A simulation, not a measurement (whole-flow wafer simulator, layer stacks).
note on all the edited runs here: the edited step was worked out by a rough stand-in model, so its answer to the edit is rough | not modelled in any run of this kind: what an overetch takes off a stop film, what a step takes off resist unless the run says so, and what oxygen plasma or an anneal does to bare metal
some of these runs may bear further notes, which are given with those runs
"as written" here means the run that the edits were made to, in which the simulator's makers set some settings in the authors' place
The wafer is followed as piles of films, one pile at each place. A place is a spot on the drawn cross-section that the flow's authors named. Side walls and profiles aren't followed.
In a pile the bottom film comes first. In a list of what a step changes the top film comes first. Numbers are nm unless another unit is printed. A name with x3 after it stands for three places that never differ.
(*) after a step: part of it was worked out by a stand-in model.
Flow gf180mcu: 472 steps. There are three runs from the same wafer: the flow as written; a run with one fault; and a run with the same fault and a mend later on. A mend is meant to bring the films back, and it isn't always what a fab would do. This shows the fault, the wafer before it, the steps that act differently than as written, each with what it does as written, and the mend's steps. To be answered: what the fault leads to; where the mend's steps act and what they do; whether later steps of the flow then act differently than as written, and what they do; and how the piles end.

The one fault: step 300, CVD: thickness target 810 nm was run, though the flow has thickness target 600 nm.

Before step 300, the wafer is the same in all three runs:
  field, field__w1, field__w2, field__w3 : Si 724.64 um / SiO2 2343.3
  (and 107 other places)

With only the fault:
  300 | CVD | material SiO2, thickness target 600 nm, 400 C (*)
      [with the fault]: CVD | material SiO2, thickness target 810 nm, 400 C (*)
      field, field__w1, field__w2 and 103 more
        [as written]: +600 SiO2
        [with the fault]: +810 SiO2
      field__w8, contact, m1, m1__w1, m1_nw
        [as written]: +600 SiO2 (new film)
        [with the fault]: +810 SiO2 (new film)
  Later steps of the flow acting differently than as written:
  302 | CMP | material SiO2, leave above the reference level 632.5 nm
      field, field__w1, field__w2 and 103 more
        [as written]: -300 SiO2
        [with the fault]: -510 SiO2
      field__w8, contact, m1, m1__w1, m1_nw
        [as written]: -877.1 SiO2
        [with the fault]: -1087.1 SiO2
  By the end, the piles equal the flow's at every place that both follow.

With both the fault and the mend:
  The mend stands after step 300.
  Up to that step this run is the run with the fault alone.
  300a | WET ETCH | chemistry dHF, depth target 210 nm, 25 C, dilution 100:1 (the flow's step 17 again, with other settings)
      field, field__w1, field__w2 and 108 more
        -210 SiO2
  Later steps of the flow that are run all act as written at every place that is followed.
  By the end, the piles equal the flow's at every place that both follow.
